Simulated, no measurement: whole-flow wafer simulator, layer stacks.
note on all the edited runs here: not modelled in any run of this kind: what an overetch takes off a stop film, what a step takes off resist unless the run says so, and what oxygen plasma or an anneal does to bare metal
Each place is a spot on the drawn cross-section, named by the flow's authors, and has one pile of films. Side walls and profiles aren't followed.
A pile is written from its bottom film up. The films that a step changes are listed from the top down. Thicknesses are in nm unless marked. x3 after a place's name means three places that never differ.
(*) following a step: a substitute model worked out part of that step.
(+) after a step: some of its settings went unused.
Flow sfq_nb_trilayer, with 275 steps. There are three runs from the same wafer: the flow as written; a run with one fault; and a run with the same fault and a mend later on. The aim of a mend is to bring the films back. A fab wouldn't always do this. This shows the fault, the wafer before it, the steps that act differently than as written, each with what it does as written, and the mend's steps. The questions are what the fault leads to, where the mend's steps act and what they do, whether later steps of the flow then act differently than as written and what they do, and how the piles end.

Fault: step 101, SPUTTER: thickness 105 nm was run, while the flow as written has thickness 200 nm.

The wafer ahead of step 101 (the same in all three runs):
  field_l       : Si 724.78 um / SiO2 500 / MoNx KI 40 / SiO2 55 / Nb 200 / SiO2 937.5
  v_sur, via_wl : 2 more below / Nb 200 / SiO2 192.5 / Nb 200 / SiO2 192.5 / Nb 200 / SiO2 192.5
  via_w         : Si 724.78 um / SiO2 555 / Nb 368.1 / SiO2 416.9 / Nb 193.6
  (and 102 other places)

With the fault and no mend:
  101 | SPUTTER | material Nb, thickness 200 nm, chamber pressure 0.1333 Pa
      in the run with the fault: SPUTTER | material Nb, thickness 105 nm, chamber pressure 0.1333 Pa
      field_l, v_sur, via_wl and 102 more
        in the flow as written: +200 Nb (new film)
        in the run with the fault: +105 Nb (new film)
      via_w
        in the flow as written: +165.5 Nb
        in the run with the fault: +86.6 Nb
  Later steps of the flow acting differently than as written (not shown: 4 more steps that differ only slightly, by at most 2% or 0.5 nm, whichever is larger):
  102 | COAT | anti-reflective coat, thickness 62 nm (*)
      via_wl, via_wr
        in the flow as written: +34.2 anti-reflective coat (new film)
        in the run with the fault: +32.9 anti-reflective coat (new film)
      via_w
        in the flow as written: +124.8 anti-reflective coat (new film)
        in the run with the fault: +120.1 anti-reflective coat (new film)
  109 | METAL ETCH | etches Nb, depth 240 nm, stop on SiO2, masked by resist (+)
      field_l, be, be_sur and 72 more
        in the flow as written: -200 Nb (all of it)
        in the run with the fault: -105 Nb (all of it)
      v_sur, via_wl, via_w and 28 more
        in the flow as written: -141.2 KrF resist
        in the run with the fault: -92.6 KrF resist
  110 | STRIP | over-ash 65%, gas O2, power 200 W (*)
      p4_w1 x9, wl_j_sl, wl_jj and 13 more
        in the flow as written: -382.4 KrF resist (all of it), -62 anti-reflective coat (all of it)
        in the run with the fault: -430.9 KrF resist (all of it), -62 anti-reflective coat (all of it)
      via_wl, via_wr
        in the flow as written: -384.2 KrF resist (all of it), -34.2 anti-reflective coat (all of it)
        in the run with the fault: -435.2 KrF resist (all of it), -32.9 anti-reflective coat (all of it)
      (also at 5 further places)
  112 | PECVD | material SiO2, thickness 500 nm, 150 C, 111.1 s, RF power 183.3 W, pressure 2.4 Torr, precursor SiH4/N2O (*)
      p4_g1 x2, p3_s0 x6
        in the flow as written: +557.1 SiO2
        in the run with the fault: +500 SiO2
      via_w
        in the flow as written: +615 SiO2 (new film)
        in the run with the fault: +588.6 SiO2 (new film)
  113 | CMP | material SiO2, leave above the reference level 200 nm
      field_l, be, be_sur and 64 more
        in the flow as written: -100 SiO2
        in the run with the fault: -195 SiO2
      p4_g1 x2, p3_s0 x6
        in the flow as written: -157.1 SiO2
        in the run with the fault: -195 SiO2
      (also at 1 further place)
  At field_l, v_sur, via_wl and 103 more, the piles at the end differ from the flow's by more than 2% or 0.5 nm, whichever is larger.
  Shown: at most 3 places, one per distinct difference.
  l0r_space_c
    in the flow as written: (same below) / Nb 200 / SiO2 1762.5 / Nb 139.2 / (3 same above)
    in the run with the fault: (same below) / Nb 200 / SiO2 1667.5 / Nb 139.2 / (3 same above)
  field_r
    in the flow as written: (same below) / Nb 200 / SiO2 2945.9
    in the run with the fault: (same below) / Nb 200 / SiO2 2850.9
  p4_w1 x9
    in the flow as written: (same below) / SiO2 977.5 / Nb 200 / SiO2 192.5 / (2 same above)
    in the run with the fault: (same below) / SiO2 977.5 / Nb 105 / SiO2 192.5 / (2 same above)

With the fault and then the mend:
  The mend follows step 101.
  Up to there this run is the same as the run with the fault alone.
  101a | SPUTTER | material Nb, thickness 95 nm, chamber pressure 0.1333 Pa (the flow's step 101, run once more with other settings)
      field_l, v_sur, via_wl and 102 more
        +95 Nb
      via_w
        +77.3 Nb
  Every later step of the flow that is run acts as written, at every place that is followed, to within 2% or 0.5 nm, whichever is larger.
  When the end is reached, the piles differ only a little from the flow's at the places that both follow, at most by 2% or 0.5 nm, whichever is larger.
